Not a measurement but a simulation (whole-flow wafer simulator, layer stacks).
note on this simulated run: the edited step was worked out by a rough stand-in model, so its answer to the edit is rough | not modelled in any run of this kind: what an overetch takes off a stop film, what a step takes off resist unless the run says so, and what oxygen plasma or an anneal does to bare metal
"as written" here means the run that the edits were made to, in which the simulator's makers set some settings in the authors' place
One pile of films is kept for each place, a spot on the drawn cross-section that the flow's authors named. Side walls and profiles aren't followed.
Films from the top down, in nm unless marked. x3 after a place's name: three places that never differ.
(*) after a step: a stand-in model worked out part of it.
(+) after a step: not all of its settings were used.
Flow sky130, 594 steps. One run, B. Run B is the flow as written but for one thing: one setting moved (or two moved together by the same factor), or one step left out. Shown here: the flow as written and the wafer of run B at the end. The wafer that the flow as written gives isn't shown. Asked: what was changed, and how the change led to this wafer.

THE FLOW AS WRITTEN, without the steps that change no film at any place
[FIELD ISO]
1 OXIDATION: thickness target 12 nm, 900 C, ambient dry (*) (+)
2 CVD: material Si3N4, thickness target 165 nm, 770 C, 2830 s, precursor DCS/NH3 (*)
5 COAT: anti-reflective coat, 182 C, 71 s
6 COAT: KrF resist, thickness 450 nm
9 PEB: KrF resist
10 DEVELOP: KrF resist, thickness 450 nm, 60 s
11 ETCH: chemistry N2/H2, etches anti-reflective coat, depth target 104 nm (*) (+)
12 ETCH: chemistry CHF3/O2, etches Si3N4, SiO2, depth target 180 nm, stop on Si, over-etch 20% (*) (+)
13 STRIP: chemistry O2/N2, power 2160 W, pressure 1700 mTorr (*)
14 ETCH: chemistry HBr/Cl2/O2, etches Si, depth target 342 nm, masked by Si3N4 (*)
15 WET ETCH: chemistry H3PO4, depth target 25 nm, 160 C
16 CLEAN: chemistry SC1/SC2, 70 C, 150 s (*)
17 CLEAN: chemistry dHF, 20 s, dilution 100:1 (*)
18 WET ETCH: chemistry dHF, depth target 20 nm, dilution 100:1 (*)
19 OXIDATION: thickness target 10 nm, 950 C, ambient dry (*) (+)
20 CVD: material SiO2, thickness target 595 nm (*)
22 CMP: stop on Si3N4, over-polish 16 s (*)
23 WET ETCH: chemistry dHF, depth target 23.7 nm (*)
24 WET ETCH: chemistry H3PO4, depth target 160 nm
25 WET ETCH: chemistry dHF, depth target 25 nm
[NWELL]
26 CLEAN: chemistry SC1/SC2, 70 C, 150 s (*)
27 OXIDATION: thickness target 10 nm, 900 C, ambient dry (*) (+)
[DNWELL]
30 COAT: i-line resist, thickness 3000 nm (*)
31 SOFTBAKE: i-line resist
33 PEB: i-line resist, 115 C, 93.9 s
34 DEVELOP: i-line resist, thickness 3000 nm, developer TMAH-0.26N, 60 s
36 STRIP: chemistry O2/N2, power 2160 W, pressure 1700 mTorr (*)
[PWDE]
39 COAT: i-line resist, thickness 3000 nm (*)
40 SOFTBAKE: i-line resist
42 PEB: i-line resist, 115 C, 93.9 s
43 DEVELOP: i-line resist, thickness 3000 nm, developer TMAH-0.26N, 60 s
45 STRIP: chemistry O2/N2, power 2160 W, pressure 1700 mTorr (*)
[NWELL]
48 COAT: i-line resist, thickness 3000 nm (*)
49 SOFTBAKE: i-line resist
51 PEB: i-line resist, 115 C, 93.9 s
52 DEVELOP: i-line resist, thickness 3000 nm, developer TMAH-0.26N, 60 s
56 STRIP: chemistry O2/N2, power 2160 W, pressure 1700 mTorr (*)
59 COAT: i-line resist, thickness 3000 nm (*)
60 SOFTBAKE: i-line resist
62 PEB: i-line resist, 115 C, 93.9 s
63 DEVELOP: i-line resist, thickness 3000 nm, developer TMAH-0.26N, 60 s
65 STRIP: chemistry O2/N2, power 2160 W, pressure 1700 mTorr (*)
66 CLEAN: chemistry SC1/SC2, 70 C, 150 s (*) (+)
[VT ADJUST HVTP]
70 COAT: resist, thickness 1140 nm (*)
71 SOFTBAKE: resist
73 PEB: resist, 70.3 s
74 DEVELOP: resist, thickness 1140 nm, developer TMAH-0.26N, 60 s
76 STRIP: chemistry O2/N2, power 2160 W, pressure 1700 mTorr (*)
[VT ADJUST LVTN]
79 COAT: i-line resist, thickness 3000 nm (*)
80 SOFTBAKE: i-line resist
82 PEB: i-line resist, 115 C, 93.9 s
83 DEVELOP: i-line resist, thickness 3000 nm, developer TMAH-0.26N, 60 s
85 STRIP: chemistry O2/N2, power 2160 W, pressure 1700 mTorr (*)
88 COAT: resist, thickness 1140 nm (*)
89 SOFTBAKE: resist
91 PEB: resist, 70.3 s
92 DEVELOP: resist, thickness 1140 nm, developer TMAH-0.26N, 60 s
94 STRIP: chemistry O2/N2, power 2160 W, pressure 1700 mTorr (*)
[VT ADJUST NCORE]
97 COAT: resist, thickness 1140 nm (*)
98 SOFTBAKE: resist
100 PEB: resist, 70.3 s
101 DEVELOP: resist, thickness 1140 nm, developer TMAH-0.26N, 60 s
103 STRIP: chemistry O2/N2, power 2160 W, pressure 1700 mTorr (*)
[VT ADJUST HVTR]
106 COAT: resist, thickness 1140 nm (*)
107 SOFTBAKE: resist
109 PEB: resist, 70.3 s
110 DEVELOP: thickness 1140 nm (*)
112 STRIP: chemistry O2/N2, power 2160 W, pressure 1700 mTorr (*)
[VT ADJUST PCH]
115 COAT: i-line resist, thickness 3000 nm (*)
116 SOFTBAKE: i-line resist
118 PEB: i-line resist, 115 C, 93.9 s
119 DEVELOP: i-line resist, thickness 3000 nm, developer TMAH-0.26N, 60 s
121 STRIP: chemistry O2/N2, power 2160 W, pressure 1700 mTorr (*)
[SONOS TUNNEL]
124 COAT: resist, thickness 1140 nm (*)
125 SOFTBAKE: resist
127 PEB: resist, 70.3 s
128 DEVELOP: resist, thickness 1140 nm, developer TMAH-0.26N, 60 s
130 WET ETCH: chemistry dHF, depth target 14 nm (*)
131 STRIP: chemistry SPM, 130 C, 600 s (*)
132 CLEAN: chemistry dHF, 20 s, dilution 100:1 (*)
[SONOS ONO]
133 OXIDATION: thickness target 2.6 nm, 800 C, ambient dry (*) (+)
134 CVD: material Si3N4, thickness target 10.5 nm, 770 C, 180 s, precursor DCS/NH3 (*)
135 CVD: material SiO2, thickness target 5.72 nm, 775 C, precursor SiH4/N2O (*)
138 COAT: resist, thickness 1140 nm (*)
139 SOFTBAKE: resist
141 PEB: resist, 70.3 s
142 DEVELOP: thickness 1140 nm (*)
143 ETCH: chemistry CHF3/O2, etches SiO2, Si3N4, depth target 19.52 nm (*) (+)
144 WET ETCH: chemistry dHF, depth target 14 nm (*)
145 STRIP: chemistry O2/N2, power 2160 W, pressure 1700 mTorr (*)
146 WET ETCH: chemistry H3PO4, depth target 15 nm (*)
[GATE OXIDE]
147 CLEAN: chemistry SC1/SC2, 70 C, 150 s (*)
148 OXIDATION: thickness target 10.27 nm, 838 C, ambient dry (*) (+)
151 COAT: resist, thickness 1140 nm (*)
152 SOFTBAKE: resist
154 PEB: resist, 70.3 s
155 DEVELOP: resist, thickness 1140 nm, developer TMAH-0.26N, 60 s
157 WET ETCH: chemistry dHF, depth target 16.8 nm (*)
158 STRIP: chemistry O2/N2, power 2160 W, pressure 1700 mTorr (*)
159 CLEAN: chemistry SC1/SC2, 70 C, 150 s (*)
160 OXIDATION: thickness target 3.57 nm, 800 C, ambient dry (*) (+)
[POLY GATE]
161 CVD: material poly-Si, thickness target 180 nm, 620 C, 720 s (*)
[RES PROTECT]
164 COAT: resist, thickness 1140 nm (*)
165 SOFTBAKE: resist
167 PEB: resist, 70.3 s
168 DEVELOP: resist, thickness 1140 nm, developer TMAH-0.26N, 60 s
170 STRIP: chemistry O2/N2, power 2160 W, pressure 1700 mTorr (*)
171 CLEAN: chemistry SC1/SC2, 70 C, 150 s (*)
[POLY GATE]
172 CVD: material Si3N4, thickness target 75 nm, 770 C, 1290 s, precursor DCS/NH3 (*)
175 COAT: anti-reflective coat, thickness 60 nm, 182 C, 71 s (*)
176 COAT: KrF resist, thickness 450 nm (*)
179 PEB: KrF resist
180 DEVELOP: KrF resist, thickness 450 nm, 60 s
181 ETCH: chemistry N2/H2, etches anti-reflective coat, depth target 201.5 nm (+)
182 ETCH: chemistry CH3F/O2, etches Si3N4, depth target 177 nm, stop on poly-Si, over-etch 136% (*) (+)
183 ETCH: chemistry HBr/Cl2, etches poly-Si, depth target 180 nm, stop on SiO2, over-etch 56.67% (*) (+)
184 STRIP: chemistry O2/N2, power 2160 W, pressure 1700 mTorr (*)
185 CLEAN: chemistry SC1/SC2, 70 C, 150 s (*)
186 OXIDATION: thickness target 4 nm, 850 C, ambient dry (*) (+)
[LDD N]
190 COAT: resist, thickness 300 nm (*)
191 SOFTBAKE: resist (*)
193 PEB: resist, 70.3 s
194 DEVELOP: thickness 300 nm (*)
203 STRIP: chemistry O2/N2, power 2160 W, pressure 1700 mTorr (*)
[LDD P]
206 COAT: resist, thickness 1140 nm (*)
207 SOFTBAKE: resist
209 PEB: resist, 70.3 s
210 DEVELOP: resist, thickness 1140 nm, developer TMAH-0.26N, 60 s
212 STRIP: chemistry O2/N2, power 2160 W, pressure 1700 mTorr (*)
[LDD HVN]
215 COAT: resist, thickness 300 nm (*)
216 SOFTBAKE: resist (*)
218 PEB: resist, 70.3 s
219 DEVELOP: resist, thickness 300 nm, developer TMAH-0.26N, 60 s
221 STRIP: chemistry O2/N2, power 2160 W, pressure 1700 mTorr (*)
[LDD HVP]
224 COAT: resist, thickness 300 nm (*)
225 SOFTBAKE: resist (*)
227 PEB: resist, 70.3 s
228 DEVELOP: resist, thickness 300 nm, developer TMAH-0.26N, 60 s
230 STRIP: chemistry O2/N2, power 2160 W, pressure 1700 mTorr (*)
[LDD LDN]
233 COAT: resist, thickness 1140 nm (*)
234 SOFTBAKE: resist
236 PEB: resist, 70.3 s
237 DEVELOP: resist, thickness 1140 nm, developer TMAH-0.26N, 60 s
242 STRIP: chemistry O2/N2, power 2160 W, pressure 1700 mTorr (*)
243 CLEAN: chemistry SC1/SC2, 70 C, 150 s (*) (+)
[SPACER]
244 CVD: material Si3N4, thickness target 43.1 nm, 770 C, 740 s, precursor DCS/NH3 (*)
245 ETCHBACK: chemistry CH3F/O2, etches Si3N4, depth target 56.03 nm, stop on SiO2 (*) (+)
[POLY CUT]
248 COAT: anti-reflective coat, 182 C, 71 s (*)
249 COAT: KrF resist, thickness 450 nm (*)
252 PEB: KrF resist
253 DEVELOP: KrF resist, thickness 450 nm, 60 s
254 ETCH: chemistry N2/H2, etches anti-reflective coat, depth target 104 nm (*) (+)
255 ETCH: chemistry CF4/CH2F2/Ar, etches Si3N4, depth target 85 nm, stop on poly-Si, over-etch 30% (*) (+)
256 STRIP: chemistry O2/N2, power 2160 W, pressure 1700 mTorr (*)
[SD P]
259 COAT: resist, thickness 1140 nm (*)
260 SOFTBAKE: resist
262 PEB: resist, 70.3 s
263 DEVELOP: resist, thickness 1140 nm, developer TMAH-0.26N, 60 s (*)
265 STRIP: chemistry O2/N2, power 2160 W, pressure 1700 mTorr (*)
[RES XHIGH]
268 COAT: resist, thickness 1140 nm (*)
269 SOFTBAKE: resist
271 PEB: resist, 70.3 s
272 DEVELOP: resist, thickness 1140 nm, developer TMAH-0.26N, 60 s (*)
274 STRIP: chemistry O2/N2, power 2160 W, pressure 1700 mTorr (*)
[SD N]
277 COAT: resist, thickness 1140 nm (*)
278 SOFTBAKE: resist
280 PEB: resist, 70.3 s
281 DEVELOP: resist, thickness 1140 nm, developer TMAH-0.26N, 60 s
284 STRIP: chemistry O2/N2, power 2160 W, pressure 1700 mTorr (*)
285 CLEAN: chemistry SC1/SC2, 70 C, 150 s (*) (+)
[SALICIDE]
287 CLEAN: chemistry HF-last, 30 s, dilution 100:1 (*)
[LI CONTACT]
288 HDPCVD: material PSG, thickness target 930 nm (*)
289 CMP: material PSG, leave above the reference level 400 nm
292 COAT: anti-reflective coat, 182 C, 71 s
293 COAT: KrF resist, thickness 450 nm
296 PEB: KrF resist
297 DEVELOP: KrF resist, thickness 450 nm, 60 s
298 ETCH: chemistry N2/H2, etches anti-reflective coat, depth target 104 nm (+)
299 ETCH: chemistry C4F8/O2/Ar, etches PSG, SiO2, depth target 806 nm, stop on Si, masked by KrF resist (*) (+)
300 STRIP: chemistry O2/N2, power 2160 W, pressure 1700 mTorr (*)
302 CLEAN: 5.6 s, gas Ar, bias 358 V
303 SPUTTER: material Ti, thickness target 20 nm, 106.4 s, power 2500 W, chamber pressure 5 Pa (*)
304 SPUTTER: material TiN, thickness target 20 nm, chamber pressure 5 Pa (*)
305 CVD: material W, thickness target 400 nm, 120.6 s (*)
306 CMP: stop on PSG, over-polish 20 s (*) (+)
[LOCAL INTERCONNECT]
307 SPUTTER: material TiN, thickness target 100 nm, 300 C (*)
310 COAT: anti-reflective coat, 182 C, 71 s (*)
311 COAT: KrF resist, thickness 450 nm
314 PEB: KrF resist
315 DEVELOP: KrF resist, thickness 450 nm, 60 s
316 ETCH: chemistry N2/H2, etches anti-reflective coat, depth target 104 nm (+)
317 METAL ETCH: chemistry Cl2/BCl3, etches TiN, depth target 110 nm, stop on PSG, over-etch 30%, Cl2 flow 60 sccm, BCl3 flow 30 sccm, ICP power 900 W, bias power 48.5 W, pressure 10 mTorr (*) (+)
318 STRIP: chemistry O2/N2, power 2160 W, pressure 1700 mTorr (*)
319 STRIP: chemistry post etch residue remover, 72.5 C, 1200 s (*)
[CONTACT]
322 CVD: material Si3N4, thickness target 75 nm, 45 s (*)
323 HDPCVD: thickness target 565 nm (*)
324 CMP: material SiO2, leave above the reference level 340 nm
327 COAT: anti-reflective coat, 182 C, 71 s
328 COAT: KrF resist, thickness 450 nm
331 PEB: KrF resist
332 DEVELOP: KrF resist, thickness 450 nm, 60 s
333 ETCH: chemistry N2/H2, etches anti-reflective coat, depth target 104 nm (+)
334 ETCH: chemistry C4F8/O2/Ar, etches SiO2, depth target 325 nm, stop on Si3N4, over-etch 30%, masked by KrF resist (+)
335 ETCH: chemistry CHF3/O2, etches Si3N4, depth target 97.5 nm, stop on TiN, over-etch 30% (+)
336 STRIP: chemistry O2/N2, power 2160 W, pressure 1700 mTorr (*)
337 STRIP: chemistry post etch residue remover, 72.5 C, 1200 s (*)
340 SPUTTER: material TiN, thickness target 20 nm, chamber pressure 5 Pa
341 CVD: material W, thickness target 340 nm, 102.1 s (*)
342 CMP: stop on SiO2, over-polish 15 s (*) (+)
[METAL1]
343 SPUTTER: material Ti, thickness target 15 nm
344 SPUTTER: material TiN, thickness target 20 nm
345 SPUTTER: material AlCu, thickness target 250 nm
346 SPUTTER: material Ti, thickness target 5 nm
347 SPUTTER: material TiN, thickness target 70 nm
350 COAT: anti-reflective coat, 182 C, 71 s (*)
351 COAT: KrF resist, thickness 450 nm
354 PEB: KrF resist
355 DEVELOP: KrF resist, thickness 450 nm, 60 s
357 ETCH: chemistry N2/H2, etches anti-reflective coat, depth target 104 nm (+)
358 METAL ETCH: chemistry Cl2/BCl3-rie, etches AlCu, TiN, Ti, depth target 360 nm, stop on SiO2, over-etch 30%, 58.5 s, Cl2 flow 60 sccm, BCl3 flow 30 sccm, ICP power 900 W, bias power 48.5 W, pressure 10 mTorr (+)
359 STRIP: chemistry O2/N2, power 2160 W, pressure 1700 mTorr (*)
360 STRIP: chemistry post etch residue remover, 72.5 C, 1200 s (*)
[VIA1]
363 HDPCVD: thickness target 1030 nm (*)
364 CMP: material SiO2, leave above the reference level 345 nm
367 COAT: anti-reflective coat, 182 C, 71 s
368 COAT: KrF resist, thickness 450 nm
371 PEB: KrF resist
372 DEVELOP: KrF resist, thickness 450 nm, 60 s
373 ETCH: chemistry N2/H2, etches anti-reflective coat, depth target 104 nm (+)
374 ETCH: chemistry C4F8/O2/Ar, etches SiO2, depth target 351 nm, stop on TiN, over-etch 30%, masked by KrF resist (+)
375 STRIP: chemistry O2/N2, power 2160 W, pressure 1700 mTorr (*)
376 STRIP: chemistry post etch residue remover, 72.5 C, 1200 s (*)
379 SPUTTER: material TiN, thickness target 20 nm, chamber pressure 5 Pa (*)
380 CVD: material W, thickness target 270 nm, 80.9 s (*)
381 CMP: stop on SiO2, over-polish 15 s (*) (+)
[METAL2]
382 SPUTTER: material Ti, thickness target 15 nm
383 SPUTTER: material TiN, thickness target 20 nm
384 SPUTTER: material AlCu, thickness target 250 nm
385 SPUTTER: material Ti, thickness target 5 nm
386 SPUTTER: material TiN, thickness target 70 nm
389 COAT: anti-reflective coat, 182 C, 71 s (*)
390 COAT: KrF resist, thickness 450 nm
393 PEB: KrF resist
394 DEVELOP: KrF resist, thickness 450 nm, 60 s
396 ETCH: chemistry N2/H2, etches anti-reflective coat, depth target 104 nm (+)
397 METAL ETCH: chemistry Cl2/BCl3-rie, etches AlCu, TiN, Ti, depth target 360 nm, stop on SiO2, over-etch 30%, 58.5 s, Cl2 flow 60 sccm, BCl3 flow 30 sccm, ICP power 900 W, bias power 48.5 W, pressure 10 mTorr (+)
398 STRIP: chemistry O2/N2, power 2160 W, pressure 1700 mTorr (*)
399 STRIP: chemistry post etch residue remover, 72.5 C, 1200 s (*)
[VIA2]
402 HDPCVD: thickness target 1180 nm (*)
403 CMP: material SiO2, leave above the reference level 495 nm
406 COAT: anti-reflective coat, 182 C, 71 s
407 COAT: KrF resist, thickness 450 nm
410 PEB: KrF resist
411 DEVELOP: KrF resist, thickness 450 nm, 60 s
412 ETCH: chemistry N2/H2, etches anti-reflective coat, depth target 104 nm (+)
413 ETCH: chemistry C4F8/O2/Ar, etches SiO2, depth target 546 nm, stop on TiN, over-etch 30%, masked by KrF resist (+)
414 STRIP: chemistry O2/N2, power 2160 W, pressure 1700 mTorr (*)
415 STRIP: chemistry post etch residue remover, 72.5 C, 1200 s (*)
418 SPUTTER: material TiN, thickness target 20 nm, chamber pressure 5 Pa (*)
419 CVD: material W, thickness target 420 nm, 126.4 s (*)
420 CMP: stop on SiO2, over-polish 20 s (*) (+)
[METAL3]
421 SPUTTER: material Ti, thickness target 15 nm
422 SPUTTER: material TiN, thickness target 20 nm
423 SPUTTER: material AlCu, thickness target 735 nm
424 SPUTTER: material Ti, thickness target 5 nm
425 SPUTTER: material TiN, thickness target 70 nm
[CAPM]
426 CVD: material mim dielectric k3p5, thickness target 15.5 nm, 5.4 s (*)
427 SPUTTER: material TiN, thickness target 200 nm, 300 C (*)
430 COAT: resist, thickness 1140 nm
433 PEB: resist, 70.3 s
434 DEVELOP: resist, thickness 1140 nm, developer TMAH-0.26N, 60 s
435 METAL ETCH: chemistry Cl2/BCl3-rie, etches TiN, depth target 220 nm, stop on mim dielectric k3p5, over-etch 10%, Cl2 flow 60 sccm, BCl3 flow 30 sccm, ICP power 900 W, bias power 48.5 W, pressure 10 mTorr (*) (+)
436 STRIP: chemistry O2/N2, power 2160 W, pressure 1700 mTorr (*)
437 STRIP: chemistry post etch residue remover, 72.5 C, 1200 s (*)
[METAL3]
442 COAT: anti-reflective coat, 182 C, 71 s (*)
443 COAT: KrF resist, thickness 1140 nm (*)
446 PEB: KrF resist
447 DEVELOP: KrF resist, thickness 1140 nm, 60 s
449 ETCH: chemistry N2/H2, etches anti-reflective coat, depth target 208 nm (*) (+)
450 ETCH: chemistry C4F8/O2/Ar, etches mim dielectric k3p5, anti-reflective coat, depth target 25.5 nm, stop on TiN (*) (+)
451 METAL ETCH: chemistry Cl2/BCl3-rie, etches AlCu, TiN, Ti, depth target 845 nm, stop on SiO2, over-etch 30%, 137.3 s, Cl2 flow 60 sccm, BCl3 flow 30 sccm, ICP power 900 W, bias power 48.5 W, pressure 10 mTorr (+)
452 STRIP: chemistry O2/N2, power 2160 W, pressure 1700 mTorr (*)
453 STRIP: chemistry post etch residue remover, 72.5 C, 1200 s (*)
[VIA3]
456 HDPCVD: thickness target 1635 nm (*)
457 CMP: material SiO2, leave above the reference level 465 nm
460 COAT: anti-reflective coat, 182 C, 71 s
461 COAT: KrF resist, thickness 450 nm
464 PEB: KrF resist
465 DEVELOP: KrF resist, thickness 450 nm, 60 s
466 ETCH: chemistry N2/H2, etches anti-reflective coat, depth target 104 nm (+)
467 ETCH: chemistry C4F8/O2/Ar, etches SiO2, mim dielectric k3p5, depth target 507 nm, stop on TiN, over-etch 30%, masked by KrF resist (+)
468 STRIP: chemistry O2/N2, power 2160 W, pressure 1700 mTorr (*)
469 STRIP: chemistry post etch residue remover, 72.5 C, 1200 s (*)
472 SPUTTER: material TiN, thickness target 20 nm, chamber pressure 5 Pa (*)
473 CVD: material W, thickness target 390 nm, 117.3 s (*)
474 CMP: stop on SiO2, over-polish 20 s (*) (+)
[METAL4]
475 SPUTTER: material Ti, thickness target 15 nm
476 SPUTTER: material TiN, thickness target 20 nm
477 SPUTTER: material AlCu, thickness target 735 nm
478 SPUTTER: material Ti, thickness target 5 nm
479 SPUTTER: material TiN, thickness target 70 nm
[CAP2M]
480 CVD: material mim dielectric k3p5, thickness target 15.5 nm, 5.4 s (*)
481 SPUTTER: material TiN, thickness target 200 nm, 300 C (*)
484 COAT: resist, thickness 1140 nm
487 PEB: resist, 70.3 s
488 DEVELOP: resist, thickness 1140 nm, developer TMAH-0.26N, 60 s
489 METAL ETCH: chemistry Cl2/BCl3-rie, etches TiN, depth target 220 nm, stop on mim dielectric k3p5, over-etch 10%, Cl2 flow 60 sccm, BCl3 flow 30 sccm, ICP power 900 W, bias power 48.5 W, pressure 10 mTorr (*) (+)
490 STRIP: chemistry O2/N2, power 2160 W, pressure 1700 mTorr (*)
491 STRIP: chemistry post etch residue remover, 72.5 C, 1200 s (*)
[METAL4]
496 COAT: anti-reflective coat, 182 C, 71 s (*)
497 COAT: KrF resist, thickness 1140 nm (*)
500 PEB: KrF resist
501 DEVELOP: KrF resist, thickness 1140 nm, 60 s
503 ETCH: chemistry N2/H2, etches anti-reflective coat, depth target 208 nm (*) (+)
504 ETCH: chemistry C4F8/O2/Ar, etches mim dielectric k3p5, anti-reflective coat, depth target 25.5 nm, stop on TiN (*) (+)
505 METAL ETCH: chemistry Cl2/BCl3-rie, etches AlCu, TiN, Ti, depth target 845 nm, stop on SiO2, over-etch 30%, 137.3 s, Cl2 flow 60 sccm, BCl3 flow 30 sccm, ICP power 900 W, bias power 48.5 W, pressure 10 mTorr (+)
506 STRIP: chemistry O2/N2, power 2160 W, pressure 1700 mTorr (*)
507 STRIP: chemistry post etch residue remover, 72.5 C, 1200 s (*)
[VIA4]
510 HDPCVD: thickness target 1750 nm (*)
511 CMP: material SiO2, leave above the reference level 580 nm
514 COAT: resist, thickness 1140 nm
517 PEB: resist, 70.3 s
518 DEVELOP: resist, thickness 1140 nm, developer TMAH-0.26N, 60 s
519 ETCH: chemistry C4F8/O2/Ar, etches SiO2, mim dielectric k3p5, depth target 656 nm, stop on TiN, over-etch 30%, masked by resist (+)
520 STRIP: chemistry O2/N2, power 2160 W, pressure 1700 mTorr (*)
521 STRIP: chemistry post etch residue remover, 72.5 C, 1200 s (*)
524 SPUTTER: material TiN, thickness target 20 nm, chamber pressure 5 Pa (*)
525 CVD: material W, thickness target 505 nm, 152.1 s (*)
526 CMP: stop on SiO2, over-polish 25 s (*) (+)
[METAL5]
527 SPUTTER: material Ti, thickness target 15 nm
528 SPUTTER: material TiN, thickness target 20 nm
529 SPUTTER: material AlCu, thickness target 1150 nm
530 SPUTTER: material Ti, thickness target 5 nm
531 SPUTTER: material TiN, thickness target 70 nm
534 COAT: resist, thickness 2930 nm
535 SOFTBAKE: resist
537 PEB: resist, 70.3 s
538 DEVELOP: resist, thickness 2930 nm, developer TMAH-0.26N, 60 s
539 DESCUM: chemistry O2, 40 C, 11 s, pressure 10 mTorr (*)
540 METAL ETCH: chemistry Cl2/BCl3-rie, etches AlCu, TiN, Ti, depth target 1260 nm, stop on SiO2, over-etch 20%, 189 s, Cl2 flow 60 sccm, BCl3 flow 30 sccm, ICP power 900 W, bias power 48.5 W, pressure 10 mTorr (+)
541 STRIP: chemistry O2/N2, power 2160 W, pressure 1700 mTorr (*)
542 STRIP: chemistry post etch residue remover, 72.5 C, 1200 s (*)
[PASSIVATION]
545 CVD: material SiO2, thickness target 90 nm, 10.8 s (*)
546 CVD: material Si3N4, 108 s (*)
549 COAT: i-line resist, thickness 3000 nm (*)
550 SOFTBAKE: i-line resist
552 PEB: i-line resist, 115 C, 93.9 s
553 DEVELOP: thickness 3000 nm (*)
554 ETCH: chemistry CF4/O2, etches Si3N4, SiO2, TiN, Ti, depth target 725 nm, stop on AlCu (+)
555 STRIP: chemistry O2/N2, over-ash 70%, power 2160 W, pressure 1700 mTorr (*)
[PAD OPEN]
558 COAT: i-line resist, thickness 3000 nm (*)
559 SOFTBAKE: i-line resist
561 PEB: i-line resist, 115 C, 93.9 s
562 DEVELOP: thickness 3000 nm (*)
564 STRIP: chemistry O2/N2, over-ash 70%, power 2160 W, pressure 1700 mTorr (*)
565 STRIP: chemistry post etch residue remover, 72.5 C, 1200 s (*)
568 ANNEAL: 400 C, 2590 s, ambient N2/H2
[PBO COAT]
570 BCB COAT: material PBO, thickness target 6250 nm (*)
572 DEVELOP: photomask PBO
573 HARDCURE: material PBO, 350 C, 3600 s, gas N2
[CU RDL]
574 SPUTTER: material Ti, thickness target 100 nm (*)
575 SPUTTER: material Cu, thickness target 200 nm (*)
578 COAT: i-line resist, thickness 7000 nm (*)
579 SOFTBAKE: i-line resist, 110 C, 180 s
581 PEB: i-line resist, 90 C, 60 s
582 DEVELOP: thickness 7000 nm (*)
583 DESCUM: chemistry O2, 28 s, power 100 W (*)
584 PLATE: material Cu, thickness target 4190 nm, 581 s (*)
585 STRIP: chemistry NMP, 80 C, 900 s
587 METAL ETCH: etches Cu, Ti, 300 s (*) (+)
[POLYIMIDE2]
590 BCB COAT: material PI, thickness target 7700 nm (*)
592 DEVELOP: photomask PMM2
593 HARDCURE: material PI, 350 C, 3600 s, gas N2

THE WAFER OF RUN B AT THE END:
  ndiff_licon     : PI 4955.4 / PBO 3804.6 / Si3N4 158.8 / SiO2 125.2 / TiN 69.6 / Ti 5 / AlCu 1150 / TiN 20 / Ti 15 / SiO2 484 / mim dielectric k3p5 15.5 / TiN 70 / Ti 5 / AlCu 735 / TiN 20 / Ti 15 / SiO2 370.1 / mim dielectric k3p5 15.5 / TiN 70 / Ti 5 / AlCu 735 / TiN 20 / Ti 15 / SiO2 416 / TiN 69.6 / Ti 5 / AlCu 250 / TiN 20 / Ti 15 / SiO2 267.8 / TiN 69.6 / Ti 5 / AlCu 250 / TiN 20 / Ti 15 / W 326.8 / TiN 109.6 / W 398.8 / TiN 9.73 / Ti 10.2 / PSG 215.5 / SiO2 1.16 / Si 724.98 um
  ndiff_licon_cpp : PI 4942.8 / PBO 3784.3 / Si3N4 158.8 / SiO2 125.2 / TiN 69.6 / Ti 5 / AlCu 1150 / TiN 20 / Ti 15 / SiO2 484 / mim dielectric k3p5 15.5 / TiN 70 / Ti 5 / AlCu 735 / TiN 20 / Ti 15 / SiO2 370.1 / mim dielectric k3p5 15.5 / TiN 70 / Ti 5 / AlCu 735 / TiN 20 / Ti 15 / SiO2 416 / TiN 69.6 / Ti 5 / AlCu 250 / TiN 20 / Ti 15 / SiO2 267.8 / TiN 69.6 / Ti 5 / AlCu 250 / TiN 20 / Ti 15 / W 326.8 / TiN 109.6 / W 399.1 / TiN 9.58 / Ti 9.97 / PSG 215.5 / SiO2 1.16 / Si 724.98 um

The cause: step 299, ETCH: depth target 423 nm was run, where the flow has depth target 806 nm.

How the change led to this, step by step:
  299 ETCH: chemistry C4F8/O2/Ar, etches PSG, SiO2, depth target 806 nm, stop on Si, masked by KrF resist (*) (+)
      contact, ndiff_licon, ndiff_licon_cpp: PSG -423 (as written it would be: PSG -643.6 (all of it), SiO2 -1.16 (all of it))
      field, active, n_well and 184 more: KrF resist -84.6 (as written it would be: KrF resist -161.2)
  300 STRIP: chemistry O2/N2, power 2160 W, pressure 1700 mTorr (*)
      contact, ndiff_licon, ndiff_licon_cpp: nothing (as written it would be: chemical SiO2 +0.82 (new film), Si -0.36)
      field, active, n_well and 184 more: KrF resist -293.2 (all of it), anti-reflective coat -80 (all of it) (as written it would be: KrF resist -216.6 (all of it), anti-reflective coat -80 (all of it))
  302 CLEAN: 5.6 s, gas Ar, bias 358 V
      contact, ndiff_licon, ndiff_licon_cpp: PSG -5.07 (as written it would be: chemical SiO2 -0.82 (all of it))
  303 SPUTTER: material Ti, thickness target 20 nm, 106.4 s, power 2500 W, chamber pressure 5 Pa (*)
      ndiff_licon: Ti +10.2 (new film) (as written it would be: Ti +7.24 (new film))
      ndiff_licon_cpp: Ti +9.97 (new film) (as written it would be: Ti +6.53 (new film))
  304 SPUTTER: material TiN, thickness target 20 nm, chamber pressure 5 Pa (*)
      ndiff_licon: TiN +9.73 (new film) (as written it would be: TiN +6.83 (new film))
      ndiff_licon_cpp: TiN +9.58 (new film) (as written it would be: TiN +6.17 (new film))
  305 CVD: material W, thickness target 400 nm, 120.6 s (*)
      ndiff_licon: W +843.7 (new film) (as written it would be: W +1066.5 (new film))
      ndiff_licon_cpp: W +844.1 (new film) (as written it would be: W +1067.9 (new film))
  568 ANNEAL: 400 C, 2590 s, ambient N2/H2
      ndiff_licon, ndiff_licon_cpp: nothing (as written it would be: under 37 films: void +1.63 (new film), Ti -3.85, TiSi first +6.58 (new film), Si -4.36)
Counting metal films that touch as one body, ndiff_licon has 5 bodies (between them, from the top down: SiO2 484 / mim dielectric k3p5 15.5; SiO2 370.1 / mim dielectric k3p5 15.5; SiO2 416; SiO2 267.8); the flow as written gives 6 bodies (between them, from the top down: SiO2 484 / mim dielectric k3p5 15.5; SiO2 370.1 / mim dielectric k3p5 15.5; SiO2 416; SiO2 267.8; void 1.78).
Counting metal films that touch as one body, ndiff_licon_cpp has 5 bodies (between them, from the top down: SiO2 484 / mim dielectric k3p5 15.5; SiO2 370.1 / mim dielectric k3p5 15.5; SiO2 416; SiO2 267.8); the flow as written gives 6 bodies (between them, from the top down: SiO2 484 / mim dielectric k3p5 15.5; SiO2 370.1 / mim dielectric k3p5 15.5; SiO2 416; SiO2 267.8; void 1.78).
